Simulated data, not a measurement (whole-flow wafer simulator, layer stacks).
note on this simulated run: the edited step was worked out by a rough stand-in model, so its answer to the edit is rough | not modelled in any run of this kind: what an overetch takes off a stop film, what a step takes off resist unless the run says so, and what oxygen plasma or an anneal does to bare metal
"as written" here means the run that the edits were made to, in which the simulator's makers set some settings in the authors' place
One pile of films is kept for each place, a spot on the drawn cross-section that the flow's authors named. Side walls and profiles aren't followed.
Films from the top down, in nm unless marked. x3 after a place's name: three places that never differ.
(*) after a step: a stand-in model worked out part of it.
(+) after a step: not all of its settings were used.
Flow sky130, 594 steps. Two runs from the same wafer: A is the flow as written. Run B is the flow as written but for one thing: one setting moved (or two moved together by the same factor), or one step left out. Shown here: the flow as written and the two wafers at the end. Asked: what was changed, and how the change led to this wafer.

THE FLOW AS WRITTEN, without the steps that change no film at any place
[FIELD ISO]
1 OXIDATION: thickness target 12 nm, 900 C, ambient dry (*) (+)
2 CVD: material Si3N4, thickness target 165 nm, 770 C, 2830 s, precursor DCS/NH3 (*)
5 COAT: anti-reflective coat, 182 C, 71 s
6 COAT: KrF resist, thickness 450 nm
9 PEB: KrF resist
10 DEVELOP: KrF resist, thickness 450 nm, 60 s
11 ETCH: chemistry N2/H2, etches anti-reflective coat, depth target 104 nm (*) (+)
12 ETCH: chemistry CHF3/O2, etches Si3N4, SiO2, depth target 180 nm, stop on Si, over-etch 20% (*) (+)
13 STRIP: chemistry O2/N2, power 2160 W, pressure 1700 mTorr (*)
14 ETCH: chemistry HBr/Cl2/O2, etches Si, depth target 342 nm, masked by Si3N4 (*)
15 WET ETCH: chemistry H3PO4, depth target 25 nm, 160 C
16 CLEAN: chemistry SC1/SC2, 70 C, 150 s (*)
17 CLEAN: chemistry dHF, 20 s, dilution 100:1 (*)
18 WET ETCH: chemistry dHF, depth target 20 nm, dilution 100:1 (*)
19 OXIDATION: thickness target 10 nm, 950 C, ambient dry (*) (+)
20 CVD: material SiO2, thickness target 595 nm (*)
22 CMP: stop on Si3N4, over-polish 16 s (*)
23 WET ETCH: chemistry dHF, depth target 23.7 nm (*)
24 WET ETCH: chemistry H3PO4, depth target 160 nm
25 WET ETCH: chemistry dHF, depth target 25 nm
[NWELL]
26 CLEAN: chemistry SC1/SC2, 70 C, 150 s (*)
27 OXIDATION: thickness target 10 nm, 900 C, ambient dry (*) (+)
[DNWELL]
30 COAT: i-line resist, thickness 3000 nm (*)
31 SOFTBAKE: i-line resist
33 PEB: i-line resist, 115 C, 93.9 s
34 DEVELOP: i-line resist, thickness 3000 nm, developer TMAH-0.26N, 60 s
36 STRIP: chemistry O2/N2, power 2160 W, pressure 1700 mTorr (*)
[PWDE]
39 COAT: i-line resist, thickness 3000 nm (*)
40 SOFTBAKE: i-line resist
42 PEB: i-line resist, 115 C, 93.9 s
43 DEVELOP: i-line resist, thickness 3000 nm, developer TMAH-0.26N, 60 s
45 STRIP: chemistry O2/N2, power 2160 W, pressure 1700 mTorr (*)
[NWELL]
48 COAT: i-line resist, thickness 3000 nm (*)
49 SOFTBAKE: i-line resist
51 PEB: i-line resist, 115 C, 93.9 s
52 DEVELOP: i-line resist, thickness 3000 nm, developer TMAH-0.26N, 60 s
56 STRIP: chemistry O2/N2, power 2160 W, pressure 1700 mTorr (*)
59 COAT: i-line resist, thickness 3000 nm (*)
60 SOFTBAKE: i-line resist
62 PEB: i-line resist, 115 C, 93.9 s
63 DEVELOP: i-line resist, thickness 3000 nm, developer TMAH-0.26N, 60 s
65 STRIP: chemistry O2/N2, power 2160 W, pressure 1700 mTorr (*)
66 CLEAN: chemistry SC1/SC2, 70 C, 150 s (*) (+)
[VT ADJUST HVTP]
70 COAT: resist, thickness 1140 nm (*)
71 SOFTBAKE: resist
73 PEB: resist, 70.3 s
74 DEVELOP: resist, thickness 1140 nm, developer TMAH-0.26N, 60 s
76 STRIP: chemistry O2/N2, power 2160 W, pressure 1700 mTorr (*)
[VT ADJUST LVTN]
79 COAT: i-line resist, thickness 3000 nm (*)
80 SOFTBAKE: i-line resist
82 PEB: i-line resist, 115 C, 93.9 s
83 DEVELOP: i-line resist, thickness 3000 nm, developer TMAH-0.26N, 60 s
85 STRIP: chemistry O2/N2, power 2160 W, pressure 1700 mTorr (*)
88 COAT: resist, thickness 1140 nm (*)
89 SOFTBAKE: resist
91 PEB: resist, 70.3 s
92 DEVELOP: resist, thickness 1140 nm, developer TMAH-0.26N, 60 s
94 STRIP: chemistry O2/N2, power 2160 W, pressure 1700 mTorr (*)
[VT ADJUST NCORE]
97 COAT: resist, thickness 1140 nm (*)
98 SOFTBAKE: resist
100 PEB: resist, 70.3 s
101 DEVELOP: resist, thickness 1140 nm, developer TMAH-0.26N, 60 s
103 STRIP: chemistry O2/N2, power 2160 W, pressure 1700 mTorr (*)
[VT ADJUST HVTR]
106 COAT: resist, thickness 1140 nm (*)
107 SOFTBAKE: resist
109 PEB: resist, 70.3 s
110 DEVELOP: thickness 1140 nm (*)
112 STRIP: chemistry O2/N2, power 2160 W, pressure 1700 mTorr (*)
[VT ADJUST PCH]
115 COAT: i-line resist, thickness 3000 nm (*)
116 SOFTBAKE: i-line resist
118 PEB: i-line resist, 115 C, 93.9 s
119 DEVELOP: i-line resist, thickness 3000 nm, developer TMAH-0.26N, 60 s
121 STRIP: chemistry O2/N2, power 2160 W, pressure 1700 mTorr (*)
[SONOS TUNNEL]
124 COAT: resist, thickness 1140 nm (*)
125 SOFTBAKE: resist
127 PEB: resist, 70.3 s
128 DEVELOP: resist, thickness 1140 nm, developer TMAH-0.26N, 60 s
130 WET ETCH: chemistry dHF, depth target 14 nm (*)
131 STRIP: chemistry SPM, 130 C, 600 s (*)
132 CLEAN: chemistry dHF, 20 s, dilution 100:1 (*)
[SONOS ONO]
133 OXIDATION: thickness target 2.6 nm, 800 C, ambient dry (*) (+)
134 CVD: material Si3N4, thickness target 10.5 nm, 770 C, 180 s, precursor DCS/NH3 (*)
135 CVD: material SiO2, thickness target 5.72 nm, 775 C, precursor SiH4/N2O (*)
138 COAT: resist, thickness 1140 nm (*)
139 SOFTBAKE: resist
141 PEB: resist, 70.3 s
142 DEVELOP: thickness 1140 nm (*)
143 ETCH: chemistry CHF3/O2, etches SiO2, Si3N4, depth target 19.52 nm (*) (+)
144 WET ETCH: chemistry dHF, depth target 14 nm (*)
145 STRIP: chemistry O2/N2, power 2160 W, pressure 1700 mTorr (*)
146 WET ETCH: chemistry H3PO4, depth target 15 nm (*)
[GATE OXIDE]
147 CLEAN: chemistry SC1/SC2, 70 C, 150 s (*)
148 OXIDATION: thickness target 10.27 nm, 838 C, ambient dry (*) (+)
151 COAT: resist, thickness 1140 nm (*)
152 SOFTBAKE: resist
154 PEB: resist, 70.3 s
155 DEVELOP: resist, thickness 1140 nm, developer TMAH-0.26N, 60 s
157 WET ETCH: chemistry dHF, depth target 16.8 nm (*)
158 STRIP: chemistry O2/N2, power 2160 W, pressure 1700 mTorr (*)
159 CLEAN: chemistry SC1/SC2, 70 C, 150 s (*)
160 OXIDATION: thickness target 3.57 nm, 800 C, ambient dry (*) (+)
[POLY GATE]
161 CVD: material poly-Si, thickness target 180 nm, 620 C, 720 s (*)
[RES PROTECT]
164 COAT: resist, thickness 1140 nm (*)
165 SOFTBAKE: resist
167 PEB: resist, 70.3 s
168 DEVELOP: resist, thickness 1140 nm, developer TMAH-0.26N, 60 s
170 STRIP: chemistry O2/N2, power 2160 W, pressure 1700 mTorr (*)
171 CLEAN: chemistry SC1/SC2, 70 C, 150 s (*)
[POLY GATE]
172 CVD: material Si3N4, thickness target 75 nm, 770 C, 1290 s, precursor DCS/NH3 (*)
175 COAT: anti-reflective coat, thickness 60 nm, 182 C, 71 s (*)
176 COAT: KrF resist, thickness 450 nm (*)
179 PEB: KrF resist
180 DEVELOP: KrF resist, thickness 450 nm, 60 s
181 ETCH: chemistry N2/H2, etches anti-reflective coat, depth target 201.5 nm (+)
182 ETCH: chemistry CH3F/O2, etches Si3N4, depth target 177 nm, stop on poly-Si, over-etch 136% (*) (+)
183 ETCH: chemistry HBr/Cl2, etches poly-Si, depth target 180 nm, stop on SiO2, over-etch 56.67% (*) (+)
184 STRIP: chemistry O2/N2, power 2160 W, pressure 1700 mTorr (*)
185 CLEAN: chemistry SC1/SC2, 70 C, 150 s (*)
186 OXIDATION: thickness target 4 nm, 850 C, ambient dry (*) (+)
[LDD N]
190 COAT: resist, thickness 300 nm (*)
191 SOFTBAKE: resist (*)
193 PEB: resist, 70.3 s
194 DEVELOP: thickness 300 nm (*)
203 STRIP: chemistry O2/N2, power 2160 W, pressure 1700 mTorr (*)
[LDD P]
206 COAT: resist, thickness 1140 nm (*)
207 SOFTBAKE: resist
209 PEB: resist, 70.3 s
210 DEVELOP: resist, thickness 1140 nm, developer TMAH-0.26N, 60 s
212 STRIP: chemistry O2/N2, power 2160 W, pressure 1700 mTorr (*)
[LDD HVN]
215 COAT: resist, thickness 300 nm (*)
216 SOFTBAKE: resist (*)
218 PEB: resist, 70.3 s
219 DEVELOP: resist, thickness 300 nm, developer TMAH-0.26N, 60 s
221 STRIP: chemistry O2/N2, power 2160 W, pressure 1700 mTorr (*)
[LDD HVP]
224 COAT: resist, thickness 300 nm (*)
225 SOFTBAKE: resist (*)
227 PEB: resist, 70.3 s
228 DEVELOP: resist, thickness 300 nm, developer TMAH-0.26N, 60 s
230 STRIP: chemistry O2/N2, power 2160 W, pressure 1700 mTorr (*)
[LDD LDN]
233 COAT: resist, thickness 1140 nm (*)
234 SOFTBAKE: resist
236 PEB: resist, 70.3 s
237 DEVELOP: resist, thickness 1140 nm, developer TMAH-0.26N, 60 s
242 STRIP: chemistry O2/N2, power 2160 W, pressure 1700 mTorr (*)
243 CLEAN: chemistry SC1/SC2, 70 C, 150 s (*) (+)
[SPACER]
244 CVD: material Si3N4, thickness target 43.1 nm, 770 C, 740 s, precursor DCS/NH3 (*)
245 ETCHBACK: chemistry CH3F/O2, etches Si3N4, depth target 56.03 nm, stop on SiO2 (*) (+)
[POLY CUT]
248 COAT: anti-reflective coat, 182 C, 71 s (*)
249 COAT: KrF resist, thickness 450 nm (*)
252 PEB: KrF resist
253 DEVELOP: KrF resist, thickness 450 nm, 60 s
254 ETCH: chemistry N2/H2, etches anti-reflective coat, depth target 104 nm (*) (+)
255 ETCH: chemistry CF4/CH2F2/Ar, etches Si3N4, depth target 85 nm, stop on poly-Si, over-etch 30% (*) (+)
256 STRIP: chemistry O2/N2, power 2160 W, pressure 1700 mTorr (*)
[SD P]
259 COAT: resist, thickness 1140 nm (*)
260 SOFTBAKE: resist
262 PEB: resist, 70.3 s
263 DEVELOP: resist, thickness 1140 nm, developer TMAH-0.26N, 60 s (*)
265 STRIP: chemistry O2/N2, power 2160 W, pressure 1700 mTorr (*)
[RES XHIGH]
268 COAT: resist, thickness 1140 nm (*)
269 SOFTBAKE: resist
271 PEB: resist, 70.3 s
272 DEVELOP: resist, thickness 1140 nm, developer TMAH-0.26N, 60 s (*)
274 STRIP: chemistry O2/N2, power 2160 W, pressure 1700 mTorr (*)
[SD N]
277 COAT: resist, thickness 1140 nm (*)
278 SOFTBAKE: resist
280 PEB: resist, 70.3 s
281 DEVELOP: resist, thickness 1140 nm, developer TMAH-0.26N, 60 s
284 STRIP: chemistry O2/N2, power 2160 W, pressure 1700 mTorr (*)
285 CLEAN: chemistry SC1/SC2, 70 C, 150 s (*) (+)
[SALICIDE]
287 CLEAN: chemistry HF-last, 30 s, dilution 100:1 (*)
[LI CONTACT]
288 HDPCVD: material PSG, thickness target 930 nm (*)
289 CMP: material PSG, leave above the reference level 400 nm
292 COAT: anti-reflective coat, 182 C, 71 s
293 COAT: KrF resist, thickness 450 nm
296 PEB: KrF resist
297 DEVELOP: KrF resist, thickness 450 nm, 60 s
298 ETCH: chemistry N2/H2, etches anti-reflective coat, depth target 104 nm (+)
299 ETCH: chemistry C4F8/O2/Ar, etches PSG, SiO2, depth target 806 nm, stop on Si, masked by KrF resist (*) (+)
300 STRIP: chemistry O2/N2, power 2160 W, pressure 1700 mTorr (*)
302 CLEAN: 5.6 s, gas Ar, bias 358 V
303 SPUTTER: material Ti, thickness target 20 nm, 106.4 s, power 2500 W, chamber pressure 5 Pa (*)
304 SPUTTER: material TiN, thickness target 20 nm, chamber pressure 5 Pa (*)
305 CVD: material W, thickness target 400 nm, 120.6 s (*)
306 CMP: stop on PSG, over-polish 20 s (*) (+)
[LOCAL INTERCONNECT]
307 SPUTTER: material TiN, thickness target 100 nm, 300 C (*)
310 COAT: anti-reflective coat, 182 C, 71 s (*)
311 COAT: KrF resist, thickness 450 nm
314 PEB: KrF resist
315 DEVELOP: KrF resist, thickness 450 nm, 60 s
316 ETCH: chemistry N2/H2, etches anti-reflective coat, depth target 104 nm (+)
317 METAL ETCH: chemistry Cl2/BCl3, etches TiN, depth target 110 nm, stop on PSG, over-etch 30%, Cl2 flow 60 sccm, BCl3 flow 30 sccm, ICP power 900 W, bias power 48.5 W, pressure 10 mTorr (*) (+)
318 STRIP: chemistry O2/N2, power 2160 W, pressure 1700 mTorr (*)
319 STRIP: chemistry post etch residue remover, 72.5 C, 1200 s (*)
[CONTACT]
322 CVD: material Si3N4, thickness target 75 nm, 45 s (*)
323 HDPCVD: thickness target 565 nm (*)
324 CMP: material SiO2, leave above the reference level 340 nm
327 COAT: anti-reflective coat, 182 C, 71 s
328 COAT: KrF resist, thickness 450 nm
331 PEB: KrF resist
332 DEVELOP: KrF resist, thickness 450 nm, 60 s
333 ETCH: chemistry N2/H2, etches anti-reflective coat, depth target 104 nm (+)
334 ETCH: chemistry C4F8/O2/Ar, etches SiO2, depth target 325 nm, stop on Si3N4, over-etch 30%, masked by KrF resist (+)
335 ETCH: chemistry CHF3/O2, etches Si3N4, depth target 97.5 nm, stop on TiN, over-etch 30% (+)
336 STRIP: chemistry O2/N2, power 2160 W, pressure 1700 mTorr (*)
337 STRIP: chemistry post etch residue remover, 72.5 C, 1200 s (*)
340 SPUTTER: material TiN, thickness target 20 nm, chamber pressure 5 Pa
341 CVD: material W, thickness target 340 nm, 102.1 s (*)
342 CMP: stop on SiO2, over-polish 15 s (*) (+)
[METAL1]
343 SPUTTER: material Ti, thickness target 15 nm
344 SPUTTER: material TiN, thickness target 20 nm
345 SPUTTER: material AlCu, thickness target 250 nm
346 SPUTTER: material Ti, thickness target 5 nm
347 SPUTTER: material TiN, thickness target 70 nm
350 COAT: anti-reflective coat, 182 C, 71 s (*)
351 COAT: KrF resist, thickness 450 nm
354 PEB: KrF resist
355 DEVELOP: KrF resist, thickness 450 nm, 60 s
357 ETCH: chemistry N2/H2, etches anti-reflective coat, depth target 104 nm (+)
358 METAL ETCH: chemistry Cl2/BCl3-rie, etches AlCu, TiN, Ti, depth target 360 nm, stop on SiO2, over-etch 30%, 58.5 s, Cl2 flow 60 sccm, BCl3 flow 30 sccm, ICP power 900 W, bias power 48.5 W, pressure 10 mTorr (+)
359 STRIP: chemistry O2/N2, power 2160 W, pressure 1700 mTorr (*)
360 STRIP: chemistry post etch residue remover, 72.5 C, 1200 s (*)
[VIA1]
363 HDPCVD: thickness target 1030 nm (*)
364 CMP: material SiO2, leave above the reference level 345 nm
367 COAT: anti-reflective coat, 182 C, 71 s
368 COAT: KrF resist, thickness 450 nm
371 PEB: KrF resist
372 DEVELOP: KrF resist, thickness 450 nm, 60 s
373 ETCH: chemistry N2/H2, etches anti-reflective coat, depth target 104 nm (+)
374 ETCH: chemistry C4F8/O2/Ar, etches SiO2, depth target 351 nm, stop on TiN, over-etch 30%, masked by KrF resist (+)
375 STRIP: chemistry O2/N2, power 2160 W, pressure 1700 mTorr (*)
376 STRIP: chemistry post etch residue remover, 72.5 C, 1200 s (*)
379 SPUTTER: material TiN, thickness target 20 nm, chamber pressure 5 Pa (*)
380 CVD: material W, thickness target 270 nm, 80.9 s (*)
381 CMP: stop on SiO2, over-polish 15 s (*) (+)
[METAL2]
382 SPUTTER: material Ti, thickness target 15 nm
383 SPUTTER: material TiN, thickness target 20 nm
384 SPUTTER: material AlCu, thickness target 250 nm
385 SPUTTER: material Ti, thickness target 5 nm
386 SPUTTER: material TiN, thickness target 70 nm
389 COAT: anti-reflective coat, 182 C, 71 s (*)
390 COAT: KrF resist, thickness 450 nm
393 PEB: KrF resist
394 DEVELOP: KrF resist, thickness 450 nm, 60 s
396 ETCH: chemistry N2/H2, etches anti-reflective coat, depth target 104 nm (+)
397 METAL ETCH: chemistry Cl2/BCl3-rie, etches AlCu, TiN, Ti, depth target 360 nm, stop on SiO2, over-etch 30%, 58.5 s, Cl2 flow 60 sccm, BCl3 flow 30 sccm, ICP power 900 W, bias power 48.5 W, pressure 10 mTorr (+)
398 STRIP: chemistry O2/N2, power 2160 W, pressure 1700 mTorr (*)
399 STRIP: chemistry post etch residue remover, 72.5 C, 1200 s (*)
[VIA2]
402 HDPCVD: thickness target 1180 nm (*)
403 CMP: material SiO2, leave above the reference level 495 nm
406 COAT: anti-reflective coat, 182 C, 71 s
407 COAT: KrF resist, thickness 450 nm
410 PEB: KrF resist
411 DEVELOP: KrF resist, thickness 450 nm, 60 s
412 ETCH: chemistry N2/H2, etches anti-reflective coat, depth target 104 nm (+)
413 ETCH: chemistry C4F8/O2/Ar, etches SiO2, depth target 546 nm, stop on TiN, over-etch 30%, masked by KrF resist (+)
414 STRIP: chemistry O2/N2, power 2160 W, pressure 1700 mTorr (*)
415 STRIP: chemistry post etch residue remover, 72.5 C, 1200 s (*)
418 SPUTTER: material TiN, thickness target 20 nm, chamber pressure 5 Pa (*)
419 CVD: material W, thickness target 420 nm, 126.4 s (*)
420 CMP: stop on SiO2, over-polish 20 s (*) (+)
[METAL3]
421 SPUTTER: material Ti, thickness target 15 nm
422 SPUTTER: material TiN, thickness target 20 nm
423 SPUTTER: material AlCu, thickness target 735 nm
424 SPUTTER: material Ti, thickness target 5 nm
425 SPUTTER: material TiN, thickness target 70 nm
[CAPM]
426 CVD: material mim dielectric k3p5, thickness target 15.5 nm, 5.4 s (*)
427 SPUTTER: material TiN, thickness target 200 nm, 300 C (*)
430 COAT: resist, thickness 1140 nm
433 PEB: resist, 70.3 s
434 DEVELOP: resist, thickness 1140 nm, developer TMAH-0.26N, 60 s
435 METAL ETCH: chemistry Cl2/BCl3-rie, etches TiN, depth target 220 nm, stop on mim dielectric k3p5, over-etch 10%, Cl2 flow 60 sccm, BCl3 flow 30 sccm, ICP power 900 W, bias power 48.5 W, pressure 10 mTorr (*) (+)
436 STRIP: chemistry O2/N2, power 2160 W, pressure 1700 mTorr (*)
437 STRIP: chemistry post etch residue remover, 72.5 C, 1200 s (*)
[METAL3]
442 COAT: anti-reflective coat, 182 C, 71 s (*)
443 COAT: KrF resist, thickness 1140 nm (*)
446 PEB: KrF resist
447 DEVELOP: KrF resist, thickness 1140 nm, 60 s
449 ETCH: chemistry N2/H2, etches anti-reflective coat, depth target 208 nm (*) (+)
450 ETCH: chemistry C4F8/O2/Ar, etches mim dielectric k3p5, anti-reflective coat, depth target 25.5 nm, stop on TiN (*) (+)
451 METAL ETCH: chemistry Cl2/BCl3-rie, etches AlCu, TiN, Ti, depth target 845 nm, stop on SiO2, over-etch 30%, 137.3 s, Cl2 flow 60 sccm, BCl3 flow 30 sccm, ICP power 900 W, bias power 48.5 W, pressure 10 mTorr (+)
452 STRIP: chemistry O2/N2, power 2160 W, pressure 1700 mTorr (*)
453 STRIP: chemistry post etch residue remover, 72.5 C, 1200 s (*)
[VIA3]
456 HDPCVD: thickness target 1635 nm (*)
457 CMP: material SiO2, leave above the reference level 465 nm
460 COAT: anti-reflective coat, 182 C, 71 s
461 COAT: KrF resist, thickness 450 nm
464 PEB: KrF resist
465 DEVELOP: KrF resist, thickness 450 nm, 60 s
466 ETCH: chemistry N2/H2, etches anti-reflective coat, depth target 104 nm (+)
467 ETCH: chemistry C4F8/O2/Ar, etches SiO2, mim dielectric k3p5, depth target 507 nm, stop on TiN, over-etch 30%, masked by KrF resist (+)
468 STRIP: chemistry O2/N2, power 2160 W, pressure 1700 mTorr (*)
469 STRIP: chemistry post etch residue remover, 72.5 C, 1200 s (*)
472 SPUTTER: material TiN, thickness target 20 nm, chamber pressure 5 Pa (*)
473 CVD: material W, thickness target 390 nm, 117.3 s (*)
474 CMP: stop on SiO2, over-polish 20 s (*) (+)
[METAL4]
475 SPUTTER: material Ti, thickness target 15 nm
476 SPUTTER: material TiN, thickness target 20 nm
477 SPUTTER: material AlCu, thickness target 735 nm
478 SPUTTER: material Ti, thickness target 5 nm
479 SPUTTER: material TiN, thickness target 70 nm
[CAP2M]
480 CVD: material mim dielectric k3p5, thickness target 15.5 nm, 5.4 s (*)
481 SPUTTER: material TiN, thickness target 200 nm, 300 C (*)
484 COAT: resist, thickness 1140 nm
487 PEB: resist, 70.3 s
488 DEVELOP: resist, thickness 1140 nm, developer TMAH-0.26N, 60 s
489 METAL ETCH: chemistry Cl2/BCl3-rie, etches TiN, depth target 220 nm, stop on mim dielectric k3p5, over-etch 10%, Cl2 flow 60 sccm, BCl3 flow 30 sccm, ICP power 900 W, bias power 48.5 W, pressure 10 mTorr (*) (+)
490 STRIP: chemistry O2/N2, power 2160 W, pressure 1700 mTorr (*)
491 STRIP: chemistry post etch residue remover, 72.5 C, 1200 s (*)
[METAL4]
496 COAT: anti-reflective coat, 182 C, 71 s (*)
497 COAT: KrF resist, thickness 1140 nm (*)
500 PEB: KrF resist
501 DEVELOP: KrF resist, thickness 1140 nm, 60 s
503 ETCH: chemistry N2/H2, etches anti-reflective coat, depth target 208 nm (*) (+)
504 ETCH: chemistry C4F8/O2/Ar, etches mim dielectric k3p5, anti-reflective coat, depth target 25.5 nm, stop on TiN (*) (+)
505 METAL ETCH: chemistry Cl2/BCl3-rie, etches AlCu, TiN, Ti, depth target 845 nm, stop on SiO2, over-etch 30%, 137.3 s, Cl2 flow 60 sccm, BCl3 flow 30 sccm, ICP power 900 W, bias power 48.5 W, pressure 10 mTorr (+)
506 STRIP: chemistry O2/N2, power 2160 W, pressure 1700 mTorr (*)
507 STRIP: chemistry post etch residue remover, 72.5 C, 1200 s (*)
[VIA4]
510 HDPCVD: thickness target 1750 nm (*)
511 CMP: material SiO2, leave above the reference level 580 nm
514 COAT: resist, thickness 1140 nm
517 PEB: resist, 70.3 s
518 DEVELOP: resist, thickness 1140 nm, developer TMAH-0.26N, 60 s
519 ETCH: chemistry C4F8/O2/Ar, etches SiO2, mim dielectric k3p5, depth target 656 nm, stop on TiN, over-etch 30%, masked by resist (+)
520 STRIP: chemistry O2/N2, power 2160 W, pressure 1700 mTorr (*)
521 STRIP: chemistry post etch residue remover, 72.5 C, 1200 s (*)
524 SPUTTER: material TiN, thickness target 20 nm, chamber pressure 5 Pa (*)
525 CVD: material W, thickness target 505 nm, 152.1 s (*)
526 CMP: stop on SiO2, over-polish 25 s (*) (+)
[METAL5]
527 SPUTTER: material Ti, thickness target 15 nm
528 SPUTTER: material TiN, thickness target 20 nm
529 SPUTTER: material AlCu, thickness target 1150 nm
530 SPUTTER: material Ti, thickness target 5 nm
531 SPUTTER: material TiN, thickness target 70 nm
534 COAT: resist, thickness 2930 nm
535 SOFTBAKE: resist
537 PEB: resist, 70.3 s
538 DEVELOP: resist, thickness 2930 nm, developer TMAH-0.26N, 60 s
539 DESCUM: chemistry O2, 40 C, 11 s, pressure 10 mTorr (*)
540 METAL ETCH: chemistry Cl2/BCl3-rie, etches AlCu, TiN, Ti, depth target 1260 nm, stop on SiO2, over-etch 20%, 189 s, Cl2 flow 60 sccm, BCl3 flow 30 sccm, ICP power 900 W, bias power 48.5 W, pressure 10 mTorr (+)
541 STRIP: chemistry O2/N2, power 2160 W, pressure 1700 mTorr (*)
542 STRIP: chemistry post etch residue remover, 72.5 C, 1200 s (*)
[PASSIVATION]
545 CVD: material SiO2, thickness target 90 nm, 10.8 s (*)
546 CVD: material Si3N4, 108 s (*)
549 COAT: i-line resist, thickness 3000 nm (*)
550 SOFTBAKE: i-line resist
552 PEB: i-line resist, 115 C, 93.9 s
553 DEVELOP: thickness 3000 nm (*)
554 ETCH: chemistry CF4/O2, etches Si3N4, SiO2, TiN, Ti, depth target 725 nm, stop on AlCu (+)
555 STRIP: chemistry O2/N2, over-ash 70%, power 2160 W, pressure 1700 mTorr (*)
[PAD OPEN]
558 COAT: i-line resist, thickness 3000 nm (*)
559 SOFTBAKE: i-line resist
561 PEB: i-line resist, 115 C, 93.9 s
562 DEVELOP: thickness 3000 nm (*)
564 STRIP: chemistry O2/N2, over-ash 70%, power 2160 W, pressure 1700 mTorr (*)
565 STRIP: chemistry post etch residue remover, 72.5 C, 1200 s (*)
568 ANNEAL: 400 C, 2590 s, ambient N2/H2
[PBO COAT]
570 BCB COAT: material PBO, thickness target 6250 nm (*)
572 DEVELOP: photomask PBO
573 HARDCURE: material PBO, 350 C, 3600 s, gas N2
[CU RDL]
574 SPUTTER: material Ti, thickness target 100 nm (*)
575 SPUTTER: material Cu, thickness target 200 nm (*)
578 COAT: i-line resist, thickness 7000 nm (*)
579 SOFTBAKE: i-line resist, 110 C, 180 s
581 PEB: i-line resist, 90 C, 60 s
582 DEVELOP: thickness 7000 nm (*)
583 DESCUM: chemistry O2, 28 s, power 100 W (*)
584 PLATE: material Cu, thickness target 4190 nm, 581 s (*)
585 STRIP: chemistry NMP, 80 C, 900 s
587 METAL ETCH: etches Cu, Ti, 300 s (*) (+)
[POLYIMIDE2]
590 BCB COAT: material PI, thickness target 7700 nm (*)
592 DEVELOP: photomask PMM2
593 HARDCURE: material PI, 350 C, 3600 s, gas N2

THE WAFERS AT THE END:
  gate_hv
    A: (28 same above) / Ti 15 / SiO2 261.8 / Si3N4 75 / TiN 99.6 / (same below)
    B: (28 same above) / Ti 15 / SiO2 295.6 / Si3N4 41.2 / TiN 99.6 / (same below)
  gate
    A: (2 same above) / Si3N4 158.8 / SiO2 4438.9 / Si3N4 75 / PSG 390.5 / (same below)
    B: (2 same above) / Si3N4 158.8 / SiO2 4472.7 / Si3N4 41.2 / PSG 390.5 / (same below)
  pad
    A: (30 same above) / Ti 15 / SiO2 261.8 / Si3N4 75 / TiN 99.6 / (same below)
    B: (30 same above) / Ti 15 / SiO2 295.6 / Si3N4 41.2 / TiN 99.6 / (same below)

The cause: step 322, CVD: thickness target 41.2 nm was run, where the flow has thickness target 75 nm; step 322, CVD: 24.8 s was run, where the flow has 45 s.
It can be read off the wafer: gate_hv has Si3N4 41.2, and step 322 as written asks for 75 nm.

How the change led to this, step by step:
  322 CVD: material Si3N4, thickness target 75 nm, 45 s (*)
      field, active, n_well and 188 more: A Si3N4 +75 (new film) | B Si3N4 +41.2 (new film)
  324 CMP: material SiO2, leave above the reference level 340 nm
      n_well, p_well, gate_hv and 93 more: A SiO2 -300 | B SiO2 -266.2
      field, active, gate and 88 more: A SiO2 -200.4 | B SiO2 -166.6
      (and at 4 more places)
  334 ETCH: chemistry C4F8/O2/Ar, etches SiO2, depth target 325 nm, stop on Si3N4, over-etch 30%, masked by KrF resist (+)
      poly_licon, ndiff_licon, ndiff_licon_cpp, rpo_hd_licon: A SiO2 -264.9 (all of it) | B SiO2 -298.7 (all of it)
  335 ETCH: chemistry CHF3/O2, etches Si3N4, depth target 97.5 nm, stop on TiN, over-etch 30% (+)
      field, active, n_well and 184 more: A KrF resist -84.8 | B KrF resist -46.6
      poly_licon, ndiff_licon, ndiff_licon_cpp, rpo_hd_licon: A Si3N4 -75 (all of it) | B Si3N4 -41.2 (all of it)
  336 STRIP: chemistry O2/N2, power 2160 W, pressure 1700 mTorr (*)
      field, active, n_well and 184 more: A KrF resist -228 (all of it), anti-reflective coat -80 (all of it) | B KrF resist -266.3 (all of it), anti-reflective coat -80 (all of it)
